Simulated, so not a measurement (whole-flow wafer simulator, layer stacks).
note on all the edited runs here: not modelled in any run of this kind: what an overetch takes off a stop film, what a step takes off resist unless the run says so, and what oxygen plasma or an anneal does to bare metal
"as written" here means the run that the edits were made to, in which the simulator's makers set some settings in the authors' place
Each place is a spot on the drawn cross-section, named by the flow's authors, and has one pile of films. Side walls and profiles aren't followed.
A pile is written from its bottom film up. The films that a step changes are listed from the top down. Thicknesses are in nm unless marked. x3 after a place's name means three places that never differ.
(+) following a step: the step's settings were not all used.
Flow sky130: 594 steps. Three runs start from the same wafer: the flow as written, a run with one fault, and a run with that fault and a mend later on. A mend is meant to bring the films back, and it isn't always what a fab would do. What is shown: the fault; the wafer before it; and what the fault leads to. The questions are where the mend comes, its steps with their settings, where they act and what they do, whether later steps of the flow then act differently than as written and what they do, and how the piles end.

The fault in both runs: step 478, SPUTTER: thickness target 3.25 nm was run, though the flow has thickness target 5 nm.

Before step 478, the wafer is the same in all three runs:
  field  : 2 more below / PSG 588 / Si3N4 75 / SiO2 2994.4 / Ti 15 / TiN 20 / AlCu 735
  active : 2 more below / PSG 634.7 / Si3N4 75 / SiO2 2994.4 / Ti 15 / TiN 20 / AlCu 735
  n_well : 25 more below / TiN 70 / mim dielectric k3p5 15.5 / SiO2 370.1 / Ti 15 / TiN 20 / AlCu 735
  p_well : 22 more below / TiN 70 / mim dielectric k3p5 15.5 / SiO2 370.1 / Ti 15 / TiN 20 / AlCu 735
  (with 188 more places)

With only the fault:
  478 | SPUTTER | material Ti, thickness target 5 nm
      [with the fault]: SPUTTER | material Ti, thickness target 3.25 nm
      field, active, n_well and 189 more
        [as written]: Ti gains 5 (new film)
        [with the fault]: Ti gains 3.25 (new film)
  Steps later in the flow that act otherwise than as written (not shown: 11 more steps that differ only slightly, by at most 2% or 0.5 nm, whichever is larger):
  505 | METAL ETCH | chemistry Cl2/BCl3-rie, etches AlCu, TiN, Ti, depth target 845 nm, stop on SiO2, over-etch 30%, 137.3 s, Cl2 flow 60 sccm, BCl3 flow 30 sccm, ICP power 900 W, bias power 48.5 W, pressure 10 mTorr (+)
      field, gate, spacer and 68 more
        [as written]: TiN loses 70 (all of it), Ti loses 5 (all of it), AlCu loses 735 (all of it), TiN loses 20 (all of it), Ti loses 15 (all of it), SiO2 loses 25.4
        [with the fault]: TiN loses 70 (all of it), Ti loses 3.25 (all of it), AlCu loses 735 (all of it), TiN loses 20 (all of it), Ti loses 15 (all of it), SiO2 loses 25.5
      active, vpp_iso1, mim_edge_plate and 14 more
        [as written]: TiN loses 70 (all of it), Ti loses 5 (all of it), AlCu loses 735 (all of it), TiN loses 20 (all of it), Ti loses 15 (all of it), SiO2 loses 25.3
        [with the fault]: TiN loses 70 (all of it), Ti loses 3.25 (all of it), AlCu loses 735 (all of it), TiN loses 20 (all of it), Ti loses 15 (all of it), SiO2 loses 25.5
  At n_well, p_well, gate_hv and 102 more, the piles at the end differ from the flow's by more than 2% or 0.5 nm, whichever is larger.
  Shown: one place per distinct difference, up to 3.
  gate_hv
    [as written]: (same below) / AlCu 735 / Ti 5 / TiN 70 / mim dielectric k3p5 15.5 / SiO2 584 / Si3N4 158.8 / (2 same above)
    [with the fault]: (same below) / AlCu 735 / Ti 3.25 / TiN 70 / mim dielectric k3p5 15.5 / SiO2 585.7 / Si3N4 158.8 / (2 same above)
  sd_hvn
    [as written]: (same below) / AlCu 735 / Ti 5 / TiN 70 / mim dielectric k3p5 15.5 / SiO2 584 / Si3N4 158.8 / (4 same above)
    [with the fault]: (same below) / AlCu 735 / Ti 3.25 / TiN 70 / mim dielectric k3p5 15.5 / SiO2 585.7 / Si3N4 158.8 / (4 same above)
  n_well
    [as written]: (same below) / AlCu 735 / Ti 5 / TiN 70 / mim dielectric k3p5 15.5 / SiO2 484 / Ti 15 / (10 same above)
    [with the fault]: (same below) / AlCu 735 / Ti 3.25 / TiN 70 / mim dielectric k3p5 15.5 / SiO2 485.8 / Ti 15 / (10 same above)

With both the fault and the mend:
  After step 478 comes the mend.
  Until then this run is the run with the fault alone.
  478a | SPUTTER | material Ti, thickness target 1.75 nm (the flow's step 478, run once more with other settings)
      field, active, n_well and 189 more
        Ti gains 1.75
  Later steps of the flow that are run all act as written at every place that is followed.
  By the end, the piles equal the flow's at every place that both follow.
